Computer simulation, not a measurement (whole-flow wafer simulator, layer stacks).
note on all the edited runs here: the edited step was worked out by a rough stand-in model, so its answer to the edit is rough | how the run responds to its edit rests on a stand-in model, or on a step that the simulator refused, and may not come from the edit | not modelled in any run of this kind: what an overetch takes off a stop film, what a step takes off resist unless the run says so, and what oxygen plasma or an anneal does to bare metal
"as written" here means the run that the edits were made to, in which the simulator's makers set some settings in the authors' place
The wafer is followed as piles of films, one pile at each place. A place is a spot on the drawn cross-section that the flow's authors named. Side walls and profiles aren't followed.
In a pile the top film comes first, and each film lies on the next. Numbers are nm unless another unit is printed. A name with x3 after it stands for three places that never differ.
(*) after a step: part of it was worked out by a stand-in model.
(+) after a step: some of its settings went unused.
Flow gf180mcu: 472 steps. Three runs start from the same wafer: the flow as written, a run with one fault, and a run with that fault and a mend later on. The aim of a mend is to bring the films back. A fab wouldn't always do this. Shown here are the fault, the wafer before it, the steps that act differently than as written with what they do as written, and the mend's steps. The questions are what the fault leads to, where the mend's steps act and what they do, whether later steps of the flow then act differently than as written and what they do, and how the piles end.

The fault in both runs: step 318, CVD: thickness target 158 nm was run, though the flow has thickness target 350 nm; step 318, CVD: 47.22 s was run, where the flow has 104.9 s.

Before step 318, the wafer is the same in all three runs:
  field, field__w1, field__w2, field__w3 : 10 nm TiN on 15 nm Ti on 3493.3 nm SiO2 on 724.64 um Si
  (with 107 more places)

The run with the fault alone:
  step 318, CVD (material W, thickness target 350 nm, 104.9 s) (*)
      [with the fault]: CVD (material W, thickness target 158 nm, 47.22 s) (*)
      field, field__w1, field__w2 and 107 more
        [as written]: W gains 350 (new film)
        [with the fault]: W gains 159.1 (new film)
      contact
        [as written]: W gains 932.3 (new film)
        [with the fault]: W gains 741.4 (new film)
  Later steps of the flow acting differently than as written:
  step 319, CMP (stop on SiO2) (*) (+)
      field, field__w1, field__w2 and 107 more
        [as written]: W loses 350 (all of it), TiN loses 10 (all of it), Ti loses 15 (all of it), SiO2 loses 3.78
        [with the fault]: W loses 159.1 (all of it), TiN loses 10 (all of it), Ti loses 15 (all of it), SiO2 loses 1.86
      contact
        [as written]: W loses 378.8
        [with the fault]: W loses 185.9
  At the end the piles are close to the flow's at the places that both follow, differing by at most 2% or 0.5 nm, whichever is larger.

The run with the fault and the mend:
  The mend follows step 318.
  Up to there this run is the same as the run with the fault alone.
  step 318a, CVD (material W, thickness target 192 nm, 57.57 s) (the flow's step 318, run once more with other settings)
      field, field__w1, field__w2 and 108 more
        W gains 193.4
  Later steps of the flow that are run all act as written at every place that is followed, up to a difference of at most 2% or 0.5 nm, whichever is larger.
  At the end the piles are close to the flow's at the places that both follow, differing by at most 2% or 0.5 nm, whichever is larger.
